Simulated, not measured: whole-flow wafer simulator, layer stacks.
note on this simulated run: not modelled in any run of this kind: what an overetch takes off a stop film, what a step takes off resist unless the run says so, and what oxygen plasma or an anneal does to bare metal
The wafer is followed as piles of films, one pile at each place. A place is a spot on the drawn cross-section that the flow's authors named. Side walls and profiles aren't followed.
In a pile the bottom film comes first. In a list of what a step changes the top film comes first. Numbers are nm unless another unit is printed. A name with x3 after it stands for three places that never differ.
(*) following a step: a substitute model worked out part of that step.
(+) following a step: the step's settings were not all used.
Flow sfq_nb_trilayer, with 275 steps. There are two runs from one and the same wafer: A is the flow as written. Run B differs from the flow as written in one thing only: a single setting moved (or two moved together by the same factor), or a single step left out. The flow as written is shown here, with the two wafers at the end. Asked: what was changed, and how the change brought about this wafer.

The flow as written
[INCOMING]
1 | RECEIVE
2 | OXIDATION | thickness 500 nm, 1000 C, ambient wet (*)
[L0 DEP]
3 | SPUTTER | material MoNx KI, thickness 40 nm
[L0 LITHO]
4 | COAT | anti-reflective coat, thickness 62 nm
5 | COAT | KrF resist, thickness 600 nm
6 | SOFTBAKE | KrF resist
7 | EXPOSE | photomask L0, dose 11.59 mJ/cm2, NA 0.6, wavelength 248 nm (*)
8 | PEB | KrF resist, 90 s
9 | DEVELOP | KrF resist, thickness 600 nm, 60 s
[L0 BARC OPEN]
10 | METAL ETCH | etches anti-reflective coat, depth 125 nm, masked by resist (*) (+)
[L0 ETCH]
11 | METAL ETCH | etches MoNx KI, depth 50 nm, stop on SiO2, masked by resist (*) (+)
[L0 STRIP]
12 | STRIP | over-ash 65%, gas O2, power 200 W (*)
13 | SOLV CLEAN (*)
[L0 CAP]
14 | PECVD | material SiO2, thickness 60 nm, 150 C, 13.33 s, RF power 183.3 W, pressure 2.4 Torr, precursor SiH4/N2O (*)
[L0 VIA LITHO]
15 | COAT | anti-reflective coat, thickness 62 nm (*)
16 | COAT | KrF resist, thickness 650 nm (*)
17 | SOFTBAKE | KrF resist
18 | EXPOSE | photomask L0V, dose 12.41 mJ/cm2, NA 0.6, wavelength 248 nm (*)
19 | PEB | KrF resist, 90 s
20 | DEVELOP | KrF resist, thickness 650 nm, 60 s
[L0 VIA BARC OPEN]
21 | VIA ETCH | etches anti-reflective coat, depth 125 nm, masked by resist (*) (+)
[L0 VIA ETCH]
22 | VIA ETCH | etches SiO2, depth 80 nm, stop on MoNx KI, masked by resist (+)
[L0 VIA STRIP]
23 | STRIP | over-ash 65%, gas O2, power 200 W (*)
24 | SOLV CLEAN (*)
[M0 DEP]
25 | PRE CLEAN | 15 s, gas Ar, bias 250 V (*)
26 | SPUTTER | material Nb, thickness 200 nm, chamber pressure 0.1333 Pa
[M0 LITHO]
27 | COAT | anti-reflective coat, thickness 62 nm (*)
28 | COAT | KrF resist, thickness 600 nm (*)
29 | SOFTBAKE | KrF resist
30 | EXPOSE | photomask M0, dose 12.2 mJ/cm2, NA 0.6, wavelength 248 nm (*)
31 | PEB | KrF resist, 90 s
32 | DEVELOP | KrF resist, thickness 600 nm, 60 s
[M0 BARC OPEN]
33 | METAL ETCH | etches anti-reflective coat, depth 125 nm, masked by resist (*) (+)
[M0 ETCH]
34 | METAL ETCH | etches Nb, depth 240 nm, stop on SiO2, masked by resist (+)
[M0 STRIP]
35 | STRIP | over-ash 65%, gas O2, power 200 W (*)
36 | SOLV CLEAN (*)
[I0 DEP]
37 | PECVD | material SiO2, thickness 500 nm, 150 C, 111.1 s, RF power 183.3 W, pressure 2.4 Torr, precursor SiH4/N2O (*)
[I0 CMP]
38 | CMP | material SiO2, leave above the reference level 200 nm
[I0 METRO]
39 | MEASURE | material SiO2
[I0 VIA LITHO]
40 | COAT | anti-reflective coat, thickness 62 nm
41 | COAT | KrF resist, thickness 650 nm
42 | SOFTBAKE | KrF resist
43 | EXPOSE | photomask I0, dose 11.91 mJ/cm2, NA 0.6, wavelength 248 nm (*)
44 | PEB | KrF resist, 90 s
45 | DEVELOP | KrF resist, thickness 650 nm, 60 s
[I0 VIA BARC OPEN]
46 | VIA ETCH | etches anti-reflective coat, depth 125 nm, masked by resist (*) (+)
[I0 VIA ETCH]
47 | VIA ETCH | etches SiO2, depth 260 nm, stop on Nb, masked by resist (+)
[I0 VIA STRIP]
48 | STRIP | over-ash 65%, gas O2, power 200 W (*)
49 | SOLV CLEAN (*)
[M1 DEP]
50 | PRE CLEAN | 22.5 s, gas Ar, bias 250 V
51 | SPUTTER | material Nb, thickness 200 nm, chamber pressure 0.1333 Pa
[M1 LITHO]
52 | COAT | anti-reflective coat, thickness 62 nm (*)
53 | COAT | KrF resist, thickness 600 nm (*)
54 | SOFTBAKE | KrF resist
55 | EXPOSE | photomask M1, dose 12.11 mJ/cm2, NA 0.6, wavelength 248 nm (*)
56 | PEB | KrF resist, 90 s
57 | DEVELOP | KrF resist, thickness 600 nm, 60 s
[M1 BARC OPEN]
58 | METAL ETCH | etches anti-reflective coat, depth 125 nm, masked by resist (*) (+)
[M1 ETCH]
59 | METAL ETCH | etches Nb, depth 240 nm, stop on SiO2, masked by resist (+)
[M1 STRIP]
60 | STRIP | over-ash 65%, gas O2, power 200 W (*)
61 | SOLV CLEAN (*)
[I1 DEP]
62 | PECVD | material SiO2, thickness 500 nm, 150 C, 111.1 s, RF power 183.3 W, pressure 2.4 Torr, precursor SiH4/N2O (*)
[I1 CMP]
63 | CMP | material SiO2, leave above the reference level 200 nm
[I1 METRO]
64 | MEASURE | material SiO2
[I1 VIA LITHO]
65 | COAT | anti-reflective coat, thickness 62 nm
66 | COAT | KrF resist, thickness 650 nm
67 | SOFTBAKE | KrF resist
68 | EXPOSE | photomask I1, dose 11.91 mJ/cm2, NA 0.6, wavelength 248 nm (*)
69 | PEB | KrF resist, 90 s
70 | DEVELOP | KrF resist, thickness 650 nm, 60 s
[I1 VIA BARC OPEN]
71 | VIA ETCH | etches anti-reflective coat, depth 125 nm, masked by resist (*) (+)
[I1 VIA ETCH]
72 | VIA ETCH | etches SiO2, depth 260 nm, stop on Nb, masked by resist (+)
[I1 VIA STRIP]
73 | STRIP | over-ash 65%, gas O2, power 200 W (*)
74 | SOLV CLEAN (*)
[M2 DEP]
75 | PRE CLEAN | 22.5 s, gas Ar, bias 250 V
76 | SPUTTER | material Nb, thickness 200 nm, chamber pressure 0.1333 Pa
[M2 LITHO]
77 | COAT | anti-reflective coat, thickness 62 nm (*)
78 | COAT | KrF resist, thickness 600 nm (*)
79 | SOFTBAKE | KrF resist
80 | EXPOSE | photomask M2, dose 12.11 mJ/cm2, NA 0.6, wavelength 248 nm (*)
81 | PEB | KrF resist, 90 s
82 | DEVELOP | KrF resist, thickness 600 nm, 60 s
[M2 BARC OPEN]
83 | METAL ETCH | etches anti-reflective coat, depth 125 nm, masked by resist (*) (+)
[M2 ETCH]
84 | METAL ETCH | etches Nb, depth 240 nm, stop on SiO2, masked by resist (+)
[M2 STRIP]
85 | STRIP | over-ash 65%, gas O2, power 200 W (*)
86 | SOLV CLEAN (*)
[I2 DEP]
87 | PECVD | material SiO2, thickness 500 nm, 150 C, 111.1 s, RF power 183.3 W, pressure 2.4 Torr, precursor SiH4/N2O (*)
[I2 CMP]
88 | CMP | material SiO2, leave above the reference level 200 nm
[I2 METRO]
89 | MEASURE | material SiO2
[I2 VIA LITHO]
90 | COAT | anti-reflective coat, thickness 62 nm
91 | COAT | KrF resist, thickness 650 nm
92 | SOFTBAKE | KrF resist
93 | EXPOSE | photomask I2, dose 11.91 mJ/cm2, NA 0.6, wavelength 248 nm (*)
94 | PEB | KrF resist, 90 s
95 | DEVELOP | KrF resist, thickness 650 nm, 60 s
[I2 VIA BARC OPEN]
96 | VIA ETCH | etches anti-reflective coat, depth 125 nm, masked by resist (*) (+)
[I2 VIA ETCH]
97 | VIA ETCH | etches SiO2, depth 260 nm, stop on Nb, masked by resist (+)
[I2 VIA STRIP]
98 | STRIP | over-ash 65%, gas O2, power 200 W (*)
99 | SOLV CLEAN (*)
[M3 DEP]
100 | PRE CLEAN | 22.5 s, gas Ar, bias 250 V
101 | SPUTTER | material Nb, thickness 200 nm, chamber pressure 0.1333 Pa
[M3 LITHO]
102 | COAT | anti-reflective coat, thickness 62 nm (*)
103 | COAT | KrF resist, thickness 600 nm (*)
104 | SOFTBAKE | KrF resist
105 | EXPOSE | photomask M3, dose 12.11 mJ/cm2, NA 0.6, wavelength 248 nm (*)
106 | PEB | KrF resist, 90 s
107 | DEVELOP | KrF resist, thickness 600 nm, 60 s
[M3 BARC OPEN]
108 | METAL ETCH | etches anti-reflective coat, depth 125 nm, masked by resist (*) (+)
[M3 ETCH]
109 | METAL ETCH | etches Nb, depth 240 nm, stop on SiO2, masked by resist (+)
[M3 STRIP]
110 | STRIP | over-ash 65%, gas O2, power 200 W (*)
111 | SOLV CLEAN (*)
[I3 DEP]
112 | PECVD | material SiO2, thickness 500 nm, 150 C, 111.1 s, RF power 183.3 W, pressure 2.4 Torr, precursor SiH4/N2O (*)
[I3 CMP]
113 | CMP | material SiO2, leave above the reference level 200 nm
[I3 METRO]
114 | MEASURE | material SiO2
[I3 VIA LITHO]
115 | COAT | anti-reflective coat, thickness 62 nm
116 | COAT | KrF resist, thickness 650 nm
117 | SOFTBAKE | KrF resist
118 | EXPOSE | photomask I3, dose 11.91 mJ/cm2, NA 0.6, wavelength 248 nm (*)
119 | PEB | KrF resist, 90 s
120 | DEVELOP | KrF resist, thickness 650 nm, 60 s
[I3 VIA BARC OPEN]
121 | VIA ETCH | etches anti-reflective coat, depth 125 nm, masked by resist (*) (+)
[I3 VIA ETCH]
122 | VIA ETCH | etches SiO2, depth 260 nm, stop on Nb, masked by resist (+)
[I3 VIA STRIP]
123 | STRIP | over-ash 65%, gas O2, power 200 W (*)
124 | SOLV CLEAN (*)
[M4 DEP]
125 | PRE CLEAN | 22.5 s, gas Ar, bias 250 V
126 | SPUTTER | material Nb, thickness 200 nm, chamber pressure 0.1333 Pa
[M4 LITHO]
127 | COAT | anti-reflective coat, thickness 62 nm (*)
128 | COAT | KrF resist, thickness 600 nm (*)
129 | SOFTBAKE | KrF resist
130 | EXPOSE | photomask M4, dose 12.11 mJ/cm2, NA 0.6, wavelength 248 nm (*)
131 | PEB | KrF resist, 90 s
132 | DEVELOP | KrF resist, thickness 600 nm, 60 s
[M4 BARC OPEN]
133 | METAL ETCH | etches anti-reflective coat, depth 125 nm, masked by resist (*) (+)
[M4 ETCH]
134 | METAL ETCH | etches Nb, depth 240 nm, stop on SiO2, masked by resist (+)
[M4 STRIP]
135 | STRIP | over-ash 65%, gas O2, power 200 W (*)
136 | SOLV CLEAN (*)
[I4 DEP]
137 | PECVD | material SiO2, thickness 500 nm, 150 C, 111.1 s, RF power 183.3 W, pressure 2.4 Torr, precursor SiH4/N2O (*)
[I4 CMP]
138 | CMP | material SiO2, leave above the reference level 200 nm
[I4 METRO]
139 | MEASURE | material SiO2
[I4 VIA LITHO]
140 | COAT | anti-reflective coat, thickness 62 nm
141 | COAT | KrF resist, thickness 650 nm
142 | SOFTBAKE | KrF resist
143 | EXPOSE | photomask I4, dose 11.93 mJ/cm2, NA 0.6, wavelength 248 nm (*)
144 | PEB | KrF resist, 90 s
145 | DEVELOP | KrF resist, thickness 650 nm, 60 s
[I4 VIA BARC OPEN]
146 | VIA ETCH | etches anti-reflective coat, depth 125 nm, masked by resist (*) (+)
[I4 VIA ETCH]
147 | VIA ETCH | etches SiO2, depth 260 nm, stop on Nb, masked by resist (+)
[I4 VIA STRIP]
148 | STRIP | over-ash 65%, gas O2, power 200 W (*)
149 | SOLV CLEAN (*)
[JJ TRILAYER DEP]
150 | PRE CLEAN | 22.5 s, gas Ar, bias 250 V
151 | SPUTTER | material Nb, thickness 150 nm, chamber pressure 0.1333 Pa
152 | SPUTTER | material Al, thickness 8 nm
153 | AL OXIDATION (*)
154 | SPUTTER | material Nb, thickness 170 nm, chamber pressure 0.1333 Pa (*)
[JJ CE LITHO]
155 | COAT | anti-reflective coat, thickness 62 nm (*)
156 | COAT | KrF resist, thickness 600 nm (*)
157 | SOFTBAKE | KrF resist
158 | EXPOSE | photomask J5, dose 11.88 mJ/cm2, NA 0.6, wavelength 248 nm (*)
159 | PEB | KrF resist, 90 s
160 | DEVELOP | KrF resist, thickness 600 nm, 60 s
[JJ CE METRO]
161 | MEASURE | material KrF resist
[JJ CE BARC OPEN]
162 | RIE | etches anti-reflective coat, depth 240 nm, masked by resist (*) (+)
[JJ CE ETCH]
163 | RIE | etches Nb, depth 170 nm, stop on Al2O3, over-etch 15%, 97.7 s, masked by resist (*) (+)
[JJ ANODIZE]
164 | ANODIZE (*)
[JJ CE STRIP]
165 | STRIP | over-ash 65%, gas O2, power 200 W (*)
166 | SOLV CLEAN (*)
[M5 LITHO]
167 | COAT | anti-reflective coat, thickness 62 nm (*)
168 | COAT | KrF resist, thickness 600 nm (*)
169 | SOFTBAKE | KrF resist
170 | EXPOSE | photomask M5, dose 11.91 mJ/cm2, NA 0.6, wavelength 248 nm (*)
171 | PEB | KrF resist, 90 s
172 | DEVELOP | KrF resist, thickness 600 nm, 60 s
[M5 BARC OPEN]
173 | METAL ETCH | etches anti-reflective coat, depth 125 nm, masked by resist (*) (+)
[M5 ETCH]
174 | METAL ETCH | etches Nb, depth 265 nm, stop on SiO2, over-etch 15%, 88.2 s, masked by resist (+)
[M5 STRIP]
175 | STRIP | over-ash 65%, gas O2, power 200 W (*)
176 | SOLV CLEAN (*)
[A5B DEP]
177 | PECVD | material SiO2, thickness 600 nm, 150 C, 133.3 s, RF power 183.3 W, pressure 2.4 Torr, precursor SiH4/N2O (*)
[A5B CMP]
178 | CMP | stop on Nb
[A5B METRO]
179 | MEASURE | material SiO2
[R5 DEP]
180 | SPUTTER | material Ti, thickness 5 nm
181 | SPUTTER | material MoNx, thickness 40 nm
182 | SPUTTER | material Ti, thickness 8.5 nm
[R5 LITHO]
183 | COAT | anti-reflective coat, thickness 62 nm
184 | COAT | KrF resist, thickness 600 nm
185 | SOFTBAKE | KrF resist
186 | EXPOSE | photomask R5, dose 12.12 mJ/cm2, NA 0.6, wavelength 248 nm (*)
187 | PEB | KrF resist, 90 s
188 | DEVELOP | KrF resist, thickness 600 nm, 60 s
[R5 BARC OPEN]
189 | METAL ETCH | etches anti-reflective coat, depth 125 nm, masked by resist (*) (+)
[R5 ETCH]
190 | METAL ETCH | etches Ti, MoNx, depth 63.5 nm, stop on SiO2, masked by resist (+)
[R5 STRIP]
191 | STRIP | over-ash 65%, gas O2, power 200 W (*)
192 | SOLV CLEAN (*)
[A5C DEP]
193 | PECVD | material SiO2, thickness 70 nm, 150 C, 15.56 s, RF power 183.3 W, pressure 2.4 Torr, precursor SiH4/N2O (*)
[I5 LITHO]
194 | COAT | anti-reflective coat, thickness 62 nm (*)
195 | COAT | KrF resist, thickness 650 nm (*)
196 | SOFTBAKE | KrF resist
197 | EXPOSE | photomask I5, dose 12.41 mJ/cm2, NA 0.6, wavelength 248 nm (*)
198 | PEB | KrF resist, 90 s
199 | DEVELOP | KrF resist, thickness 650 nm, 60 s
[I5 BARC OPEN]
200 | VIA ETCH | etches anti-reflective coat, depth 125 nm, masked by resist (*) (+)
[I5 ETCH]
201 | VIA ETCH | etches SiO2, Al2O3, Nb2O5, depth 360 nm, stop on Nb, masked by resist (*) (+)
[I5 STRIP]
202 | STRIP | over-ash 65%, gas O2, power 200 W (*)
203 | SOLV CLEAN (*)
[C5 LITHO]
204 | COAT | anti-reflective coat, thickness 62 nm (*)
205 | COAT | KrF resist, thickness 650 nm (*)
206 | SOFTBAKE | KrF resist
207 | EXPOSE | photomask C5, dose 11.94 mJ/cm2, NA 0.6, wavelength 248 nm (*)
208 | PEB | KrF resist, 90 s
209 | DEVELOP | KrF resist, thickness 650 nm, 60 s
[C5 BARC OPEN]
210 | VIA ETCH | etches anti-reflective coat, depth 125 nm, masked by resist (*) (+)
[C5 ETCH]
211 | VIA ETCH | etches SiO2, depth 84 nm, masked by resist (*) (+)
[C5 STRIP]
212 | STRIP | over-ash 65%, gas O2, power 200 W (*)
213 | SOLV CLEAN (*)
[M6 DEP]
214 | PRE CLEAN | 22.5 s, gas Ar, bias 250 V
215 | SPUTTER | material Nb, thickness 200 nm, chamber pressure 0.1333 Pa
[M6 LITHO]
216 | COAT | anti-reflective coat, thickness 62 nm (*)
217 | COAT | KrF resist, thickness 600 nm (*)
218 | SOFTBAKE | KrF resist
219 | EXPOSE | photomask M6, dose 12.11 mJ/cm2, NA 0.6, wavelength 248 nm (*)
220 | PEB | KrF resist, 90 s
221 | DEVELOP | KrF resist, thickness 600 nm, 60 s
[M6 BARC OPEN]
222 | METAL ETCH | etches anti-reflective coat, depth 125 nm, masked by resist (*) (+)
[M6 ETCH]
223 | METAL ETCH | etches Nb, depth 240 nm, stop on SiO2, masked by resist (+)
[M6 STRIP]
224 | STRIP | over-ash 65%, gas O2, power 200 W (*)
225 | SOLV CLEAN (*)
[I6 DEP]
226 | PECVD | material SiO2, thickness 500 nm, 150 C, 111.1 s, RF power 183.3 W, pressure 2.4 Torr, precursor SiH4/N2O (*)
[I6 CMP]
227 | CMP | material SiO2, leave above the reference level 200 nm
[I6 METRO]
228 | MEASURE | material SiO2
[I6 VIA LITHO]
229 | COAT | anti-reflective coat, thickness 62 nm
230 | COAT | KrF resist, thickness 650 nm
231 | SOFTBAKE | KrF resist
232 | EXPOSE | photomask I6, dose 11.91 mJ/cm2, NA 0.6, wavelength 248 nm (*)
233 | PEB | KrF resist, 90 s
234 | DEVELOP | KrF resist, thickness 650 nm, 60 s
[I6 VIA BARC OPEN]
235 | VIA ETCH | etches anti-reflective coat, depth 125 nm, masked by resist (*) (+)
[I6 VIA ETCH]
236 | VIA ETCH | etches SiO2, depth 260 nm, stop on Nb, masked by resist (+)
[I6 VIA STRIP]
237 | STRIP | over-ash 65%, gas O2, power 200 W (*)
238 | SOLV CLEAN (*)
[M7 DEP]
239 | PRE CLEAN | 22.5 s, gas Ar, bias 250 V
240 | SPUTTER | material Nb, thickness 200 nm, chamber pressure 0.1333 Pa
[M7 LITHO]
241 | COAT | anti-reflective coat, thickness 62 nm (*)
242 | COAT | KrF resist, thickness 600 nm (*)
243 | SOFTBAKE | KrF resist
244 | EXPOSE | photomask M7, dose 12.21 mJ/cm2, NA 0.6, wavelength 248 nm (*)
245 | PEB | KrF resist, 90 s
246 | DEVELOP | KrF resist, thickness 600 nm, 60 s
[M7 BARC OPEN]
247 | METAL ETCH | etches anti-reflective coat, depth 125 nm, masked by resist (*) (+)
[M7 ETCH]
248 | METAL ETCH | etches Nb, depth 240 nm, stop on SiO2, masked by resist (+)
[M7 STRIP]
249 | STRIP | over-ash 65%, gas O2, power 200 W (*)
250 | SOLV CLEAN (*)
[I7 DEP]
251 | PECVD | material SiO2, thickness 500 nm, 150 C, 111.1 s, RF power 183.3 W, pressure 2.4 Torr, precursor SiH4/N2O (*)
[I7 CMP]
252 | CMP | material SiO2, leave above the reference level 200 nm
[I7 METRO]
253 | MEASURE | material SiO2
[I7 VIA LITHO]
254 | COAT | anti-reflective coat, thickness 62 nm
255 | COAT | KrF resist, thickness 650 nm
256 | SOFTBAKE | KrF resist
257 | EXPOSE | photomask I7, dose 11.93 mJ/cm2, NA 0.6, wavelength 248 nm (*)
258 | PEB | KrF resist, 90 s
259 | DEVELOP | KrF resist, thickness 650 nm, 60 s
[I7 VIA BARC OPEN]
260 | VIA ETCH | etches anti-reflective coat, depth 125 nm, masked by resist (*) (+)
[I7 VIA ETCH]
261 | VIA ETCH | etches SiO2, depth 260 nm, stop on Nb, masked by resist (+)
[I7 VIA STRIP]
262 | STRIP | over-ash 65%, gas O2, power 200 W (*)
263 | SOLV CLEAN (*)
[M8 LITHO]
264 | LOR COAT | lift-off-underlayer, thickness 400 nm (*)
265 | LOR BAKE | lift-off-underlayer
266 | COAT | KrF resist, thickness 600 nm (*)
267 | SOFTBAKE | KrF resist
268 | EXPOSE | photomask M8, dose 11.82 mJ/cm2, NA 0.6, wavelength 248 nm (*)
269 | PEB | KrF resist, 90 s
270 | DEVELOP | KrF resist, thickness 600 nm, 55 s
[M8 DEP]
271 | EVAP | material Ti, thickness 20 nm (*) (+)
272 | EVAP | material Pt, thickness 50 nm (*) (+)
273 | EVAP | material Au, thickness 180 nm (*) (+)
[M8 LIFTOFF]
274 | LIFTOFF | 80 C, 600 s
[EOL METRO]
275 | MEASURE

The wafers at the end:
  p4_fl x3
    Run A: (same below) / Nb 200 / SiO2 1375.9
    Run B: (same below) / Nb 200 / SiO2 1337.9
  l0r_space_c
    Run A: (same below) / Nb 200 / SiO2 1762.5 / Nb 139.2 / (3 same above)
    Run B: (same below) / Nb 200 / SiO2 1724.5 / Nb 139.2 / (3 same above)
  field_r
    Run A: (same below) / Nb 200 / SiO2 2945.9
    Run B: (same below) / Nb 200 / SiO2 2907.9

The reason: step 138, CMP: leave above the reference level 162 nm was run, while the flow as written has leave above the reference level 200 nm.

Step by step, how the change led to this:
  138 | CMP | material SiO2, leave above the reference level 200 nm
      field_l, be, be_sur and 55 more: A -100 SiO2 | B -138 SiO2
      v_sur, via_wl, via_w and 35 more: A -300 SiO2 | B -338 SiO2
      (and at 10 other places as well)
  147 | VIA ETCH | etches SiO2, depth 260 nm, stop on Nb, masked by resist (+)
      field_l, v_sur, via_sp and 100 more: A -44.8 KrF resist | B -41.9 KrF resist
      via_wl, via_w, via_wr: A -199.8 SiO2 (all of it) | B -161.8 SiO2 (all of it)
  151 | SPUTTER | material Nb, thickness 150 nm, chamber pressure 0.1333 Pa
      via_wl, via_w, via_wr: A +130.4 Nb | B +134.8 Nb
  154 | SPUTTER | material Nb, thickness 170 nm, chamber pressure 0.1333 Pa (*)
      via_wl, via_wr: A +140.7 Nb (new film) | B +147.3 Nb (new film)
      via_w: A +141 Nb (new film) | B +147.6 Nb (new film)
  155 | COAT | anti-reflective coat, thickness 62 nm (*)
      via_wl, via_wr: A +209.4 anti-reflective coat (new film) | B +172.9 anti-reflective coat (new film)
      v_sur: A +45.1 anti-reflective coat (new film) | B +46.8 anti-reflective coat (new film)
      (and at 2 other places as well)
  156 | COAT | KrF resist, thickness 600 nm (*)
      via_w: A +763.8 KrF resist (new film) | B +727.7 KrF resist (new film)
  160 | DEVELOP | KrF resist, thickness 600 nm, 60 s
      via_w: A -762.1 KrF resist (all of it) | B -726.1 KrF resist (all of it)
  162 | RIE | etches anti-reflective coat, depth 240 nm, masked by resist (*) (+)
      ce_l, c5j, ce_r, wl_jj: A -209.4 KrF resist | B -172.9 KrF resist
      via_wl, via_wr: A -209.4 anti-reflective coat (all of it) | B -172.9 anti-reflective coat (all of it)
      (and at 3 other places as well)
  163 | RIE | etches Nb, depth 170 nm, stop on Al2O3, over-etch 15%, 97.7 s, masked by resist (*) (+)
      via_wl, via_wr: A -140.7 Nb (all of it), -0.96 Al2O3 (all of it) | B -147.3 Nb (all of it), -0.96 Al2O3 (all of it)
      via_w: A -141 Nb (all of it), -0.96 Al2O3 (all of it) | B -147.6 Nb (all of it), -0.96 Al2O3 (all of it)
  164 | ANODIZE (*)
      via_w: A +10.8 Al2O3 (new film), +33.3 Nb2O5 (new film), -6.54 Al (all of it), -12 Nb | B +11.2 Al2O3 (new film), +32.6 Nb2O5 (new film), -6.8 Al (all of it), -11.7 Nb
  165 | STRIP | over-ash 65%, gas O2, power 200 W (*)
      c5j, ce_r: A -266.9 KrF resist (all of it), -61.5 anti-reflective coat (all of it) | B -303.6 KrF resist (all of it), -61.6 anti-reflective coat (all of it)
      ce_l: A -266.8 KrF resist (all of it), -61.4 anti-reflective coat (all of it) | B -303.5 KrF resist (all of it), -61.6 anti-reflective coat (all of it)
      (and at 1 other place as well)
  167 | COAT | anti-reflective coat, thickness 62 nm (*)
      v_sur: A +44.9 anti-reflective coat (new film) | B +43.3 anti-reflective coat (new film)
      via_wl: A +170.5 anti-reflective coat (new film) | B +131.5 anti-reflective coat (new film)
      (and at 2 other places as well)
  168 | COAT | KrF resist, thickness 600 nm (*)
      via_w: A +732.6 KrF resist (new film) | B +708.3 KrF resist (new film)
  175 | STRIP | over-ash 65%, gas O2, power 200 W (*)
      v_sur: A -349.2 KrF resist (all of it), -44.9 anti-reflective coat (all of it) | B -355.6 KrF resist (all of it), -43.3 anti-reflective coat (all of it)
      via_wl: A -427 KrF resist (all of it), -170.5 anti-reflective coat (all of it) | B -430.8 KrF resist (all of it), -131.5 anti-reflective coat (all of it)
      (and at 2 other places as well)
  178 | CMP | stop on Nb
      via_wl, via_wr: A -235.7 SiO2 | B -278.1 SiO2
      via_w: A -235.2 SiO2 | B -277.6 SiO2
